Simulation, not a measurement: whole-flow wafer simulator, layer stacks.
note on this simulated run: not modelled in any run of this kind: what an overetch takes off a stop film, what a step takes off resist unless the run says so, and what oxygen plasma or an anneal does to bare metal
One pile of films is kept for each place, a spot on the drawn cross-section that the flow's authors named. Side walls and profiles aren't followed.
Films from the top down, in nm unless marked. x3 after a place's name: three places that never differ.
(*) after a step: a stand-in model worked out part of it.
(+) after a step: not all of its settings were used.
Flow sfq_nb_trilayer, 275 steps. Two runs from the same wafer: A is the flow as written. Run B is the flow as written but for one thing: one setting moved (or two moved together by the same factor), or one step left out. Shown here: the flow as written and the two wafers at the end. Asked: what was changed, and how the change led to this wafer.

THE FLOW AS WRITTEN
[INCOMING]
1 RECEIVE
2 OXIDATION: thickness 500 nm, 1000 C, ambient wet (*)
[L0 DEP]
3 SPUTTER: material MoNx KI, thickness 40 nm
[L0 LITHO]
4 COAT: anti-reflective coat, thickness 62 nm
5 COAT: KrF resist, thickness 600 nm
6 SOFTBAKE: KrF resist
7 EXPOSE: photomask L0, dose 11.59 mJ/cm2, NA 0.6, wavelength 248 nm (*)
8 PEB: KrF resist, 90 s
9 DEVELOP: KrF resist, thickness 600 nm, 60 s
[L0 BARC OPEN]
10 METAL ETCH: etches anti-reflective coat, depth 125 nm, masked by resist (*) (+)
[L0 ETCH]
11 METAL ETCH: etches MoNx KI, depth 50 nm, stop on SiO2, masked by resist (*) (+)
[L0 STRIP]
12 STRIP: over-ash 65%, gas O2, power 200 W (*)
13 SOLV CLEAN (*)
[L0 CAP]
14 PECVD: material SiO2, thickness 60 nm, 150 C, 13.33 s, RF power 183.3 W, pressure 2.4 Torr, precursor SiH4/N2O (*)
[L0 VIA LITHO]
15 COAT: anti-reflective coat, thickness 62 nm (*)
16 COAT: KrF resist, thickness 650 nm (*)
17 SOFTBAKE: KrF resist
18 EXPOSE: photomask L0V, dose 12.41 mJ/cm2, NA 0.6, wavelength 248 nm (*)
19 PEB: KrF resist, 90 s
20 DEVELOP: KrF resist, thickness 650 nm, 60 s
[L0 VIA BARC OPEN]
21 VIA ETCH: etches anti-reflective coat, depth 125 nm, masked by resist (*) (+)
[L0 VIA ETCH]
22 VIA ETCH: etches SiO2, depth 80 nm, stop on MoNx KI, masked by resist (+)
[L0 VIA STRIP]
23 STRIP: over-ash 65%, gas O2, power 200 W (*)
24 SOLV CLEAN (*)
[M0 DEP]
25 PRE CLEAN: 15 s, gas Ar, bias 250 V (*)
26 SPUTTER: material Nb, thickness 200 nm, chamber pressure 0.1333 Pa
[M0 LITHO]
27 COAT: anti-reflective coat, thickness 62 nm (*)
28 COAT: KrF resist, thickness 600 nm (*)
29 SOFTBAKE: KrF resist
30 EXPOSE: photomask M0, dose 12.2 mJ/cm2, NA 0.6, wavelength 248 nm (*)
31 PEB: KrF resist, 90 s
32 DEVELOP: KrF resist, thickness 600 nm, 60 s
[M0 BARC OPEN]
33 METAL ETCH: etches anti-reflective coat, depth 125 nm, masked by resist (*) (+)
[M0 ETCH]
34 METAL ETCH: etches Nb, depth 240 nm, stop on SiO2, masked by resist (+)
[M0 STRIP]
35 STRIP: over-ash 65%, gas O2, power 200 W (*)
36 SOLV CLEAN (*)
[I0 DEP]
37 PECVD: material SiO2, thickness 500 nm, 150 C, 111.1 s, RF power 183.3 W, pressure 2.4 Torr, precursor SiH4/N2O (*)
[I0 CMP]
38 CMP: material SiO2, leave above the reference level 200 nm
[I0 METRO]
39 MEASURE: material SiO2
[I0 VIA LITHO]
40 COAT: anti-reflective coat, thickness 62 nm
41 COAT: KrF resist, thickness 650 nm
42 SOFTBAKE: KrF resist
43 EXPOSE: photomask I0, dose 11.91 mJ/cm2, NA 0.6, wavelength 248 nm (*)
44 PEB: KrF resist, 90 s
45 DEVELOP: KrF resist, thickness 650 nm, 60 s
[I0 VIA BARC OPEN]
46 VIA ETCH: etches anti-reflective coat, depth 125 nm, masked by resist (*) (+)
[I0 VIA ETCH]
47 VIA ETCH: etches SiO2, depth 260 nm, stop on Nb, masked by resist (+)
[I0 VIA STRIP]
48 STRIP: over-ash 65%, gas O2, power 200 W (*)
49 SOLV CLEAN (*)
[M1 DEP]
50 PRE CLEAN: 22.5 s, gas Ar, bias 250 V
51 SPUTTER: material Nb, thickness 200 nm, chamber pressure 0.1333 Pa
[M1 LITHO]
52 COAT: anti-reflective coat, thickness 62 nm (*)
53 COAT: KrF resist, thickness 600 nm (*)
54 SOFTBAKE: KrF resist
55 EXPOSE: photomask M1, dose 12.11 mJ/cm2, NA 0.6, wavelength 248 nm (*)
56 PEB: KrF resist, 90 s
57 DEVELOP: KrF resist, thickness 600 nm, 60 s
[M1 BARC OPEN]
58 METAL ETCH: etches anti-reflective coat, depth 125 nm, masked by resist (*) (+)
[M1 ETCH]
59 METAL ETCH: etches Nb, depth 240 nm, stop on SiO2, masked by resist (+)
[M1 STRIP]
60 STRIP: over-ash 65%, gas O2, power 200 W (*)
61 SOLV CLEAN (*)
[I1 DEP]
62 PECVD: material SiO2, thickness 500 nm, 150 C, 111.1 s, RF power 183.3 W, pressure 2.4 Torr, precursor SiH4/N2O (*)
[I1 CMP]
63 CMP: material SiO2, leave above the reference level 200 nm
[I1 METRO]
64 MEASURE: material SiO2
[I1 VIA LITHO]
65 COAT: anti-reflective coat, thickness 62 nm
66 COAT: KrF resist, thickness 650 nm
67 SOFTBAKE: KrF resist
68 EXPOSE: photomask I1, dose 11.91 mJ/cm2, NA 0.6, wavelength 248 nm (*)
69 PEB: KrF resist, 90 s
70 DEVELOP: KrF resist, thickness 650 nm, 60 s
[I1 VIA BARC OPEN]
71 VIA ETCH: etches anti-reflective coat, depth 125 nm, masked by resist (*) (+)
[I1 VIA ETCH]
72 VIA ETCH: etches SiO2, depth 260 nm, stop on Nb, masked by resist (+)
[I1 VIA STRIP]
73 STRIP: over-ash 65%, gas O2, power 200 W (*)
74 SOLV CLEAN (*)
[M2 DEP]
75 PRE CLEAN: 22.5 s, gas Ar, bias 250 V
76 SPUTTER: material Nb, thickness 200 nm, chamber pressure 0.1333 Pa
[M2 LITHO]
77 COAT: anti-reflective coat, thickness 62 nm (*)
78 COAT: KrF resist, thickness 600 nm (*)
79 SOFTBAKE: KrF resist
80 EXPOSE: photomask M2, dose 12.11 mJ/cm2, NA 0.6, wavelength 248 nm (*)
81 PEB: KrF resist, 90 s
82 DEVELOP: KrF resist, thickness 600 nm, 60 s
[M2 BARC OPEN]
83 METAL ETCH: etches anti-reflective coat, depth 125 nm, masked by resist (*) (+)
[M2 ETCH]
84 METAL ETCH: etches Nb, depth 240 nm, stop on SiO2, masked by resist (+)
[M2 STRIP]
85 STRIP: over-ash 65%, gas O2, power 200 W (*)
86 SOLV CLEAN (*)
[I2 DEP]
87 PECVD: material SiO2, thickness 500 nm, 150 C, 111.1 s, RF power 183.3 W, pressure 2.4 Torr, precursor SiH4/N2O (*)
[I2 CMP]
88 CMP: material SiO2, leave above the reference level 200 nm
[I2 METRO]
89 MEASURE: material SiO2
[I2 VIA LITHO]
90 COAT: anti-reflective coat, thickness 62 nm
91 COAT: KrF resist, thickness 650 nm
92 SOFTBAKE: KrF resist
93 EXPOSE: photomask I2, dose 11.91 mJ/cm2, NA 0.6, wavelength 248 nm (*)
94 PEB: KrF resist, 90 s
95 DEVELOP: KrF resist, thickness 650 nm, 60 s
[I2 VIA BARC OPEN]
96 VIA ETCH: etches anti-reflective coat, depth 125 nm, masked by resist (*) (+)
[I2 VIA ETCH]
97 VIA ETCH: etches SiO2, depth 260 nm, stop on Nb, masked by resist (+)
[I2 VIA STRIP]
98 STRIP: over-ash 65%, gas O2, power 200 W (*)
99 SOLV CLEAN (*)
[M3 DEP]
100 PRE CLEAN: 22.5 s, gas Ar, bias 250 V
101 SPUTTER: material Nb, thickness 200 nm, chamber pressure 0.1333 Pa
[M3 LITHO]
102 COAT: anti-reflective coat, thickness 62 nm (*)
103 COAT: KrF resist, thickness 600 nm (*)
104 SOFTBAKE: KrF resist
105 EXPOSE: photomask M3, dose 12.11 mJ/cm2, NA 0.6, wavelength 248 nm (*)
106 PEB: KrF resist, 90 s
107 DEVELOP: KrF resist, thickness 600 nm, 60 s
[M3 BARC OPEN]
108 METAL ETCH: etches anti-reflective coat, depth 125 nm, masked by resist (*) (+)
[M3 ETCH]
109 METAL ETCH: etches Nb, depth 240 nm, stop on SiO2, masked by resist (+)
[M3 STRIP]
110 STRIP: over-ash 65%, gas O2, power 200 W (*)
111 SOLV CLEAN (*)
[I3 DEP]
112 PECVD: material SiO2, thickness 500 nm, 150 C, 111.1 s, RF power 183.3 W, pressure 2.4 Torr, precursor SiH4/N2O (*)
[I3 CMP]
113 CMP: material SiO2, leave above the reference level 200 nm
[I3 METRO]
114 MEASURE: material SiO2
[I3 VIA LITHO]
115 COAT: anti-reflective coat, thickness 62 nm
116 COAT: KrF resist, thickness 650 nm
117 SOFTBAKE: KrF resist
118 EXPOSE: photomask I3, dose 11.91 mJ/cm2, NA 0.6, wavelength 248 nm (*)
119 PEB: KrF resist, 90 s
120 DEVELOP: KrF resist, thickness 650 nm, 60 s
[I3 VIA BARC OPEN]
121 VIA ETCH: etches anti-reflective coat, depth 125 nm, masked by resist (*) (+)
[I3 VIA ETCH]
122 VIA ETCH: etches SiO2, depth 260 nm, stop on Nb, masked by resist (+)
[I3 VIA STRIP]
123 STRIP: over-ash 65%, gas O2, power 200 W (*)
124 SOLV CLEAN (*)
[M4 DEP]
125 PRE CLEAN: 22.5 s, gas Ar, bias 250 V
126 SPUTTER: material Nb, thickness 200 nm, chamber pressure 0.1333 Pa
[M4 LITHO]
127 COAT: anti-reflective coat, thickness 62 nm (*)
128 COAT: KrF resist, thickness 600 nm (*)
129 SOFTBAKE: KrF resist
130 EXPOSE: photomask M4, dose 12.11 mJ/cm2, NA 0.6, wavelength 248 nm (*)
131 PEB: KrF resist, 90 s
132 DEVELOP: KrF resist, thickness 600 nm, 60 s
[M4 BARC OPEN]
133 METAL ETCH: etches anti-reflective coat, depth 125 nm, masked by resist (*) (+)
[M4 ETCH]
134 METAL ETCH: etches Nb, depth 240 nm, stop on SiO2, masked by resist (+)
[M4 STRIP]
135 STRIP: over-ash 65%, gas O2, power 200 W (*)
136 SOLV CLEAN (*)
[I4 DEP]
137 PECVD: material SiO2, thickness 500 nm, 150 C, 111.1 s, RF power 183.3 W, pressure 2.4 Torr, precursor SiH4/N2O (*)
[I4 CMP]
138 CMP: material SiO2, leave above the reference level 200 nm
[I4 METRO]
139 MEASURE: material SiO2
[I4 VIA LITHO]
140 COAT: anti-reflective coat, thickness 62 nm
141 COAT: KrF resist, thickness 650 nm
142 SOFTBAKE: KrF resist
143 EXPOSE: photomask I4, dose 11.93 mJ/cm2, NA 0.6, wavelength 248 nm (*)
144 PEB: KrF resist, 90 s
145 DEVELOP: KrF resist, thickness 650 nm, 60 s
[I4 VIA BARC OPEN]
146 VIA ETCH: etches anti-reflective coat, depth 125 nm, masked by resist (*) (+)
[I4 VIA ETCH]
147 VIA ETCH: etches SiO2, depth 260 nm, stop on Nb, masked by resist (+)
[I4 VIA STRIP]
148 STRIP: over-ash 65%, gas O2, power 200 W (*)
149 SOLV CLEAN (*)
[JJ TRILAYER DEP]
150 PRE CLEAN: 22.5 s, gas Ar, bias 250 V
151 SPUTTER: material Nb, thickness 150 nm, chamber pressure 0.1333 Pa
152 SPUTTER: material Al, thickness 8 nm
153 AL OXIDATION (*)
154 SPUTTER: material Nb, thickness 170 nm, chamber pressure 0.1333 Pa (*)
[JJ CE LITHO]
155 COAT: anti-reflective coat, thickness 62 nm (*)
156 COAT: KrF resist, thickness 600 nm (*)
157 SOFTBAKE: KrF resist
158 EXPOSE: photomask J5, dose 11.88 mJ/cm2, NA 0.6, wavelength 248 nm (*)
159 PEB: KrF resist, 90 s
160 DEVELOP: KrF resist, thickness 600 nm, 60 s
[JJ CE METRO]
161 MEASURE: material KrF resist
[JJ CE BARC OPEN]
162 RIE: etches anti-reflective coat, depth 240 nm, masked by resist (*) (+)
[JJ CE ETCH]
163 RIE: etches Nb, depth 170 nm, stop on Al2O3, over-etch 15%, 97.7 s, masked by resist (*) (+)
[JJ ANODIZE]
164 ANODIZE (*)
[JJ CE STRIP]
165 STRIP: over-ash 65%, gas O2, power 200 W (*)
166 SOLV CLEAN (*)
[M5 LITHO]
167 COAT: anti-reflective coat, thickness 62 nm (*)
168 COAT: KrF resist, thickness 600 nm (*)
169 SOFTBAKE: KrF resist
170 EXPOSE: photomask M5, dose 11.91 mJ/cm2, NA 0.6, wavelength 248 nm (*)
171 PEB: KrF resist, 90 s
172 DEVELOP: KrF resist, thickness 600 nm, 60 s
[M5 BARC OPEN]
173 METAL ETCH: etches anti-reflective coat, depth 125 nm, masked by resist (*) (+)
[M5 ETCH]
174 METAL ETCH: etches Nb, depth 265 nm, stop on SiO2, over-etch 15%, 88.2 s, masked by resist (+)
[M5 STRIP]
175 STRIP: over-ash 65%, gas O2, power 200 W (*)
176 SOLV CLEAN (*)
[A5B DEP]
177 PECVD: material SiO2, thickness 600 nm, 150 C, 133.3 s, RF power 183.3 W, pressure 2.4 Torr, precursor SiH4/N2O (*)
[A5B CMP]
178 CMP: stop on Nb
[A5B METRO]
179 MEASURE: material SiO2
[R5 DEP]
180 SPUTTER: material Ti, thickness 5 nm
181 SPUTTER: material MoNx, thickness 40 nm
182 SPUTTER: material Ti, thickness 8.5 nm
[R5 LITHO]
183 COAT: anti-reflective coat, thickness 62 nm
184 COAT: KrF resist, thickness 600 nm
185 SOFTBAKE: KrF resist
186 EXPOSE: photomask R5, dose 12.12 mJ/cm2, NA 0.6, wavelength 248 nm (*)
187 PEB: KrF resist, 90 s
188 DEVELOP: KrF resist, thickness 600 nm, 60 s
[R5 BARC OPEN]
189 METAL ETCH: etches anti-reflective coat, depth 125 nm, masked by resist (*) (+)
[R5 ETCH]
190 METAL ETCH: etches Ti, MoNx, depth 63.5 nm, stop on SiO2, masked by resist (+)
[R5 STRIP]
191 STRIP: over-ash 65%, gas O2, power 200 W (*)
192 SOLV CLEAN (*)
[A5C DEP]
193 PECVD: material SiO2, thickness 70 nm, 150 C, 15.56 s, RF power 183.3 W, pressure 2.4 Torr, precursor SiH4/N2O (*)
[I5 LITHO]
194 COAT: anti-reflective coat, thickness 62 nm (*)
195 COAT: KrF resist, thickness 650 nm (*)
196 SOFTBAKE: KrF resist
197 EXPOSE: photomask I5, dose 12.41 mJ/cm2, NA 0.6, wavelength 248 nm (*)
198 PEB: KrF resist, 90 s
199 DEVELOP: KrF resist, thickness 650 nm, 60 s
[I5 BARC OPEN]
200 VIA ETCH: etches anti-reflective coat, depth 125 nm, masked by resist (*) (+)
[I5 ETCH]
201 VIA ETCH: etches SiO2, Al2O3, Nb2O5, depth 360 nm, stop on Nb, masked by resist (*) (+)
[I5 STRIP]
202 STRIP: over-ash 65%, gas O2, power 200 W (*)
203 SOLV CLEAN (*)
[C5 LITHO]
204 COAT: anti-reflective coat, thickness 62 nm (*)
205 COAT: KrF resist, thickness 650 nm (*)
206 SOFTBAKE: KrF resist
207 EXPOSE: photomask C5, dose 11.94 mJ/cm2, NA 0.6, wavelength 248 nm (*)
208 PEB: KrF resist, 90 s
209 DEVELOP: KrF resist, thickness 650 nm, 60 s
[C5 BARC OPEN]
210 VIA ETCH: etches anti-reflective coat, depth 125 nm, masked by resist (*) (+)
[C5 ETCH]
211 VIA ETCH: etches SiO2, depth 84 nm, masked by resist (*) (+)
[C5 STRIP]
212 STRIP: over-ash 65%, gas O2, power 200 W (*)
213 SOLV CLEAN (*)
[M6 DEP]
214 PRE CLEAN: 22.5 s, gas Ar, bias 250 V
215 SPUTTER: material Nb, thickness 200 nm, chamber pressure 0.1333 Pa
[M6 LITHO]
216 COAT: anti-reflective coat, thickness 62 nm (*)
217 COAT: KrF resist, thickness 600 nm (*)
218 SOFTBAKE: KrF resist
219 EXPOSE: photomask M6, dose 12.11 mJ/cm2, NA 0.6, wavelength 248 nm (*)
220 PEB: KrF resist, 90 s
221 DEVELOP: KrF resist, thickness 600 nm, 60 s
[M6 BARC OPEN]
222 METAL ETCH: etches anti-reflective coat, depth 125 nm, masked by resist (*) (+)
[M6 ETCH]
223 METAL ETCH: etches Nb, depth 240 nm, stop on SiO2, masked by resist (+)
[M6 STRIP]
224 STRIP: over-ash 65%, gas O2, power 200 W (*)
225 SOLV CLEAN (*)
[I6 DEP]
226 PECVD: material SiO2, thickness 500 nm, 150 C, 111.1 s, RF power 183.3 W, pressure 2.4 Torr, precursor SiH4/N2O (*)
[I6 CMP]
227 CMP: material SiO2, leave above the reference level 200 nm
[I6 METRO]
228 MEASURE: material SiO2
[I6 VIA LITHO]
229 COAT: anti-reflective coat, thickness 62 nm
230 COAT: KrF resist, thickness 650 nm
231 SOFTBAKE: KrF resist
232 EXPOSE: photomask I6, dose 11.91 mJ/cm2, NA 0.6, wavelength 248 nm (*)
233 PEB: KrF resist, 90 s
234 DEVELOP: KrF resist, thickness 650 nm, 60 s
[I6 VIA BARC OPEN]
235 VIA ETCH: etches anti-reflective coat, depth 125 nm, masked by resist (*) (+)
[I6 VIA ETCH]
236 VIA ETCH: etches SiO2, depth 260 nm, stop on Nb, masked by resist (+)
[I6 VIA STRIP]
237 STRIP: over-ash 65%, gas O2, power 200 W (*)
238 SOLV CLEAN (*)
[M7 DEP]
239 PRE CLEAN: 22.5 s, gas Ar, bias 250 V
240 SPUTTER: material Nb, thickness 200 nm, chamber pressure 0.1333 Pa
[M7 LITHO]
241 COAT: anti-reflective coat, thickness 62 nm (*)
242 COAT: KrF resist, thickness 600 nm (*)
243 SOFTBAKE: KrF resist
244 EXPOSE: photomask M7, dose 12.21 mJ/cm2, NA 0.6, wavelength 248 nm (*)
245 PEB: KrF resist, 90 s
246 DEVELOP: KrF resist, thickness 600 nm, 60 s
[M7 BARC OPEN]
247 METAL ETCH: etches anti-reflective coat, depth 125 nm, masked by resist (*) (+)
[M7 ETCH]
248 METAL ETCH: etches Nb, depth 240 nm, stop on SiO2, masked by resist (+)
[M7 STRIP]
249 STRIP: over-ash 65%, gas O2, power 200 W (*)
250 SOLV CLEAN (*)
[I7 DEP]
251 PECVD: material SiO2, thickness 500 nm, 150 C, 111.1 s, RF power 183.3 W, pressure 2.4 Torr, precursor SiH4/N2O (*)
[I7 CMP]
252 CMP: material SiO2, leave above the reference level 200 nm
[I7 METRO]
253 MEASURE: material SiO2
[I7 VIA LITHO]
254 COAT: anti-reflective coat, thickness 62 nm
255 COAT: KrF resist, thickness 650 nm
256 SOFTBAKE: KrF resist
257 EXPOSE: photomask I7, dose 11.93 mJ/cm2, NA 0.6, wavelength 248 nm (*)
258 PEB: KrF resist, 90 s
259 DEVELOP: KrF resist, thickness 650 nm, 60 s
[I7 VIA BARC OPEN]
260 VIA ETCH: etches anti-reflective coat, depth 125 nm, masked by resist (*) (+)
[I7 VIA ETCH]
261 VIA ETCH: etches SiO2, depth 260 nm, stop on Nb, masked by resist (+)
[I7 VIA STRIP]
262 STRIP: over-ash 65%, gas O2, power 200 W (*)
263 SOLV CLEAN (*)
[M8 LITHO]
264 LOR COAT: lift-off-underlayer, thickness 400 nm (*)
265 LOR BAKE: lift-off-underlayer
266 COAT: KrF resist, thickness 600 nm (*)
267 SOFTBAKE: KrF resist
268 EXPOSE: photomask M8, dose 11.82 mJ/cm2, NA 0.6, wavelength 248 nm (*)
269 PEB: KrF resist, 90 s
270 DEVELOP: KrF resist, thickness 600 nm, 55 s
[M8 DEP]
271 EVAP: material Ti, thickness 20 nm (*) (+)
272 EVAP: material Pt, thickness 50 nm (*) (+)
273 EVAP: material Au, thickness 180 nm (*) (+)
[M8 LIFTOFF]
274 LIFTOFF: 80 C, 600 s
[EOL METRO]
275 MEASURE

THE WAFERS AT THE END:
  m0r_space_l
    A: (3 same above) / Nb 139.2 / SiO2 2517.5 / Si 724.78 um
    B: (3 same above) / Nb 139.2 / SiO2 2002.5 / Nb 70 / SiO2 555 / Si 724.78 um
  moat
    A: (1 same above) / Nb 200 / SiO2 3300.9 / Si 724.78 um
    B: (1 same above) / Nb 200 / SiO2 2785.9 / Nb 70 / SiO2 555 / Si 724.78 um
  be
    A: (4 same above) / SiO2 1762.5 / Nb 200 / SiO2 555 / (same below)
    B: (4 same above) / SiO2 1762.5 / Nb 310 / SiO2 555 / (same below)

The cause: step 26, SPUTTER: thickness 310 nm was run, where the flow has thickness 200 nm.
It can be read off the wafer: be has Nb 310, and step 26 as written asks for 200 nm.

How the change led to this, step by step:
  26 SPUTTER: material Nb, thickness 200 nm, chamber pressure 0.1333 Pa
      field_l, v_sur, via_wl and 102 more: A Nb +200 (new film) | B Nb +310 (new film)
      l0v: A Nb +195.7 (new film) | B Nb +306 (new film)
  34 METAL ETCH: etches Nb, depth 240 nm, stop on SiO2, masked by resist (+)
      moat, m0r_space_l, m0r_space_r: A Nb -200 (all of it) | B Nb -240
  37 PECVD: material SiO2, thickness 500 nm, 150 C, 111.1 s, RF power 183.3 W, pressure 2.4 Torr, precursor SiH4/N2O (*)
      moat, m0r_space_l, m0r_space_r: A SiO2 +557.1 | B SiO2 +597.1 (new film)
Counting metal films that touch as one body, m0r_space_l has 2 bodies (between them, from the top down: SiO2 2002.5); the flow as written gives 1 body.
Counting metal films that touch as one body, moat has 2 bodies (between them, from the top down: SiO2 2785.9); the flow as written gives 1 body.
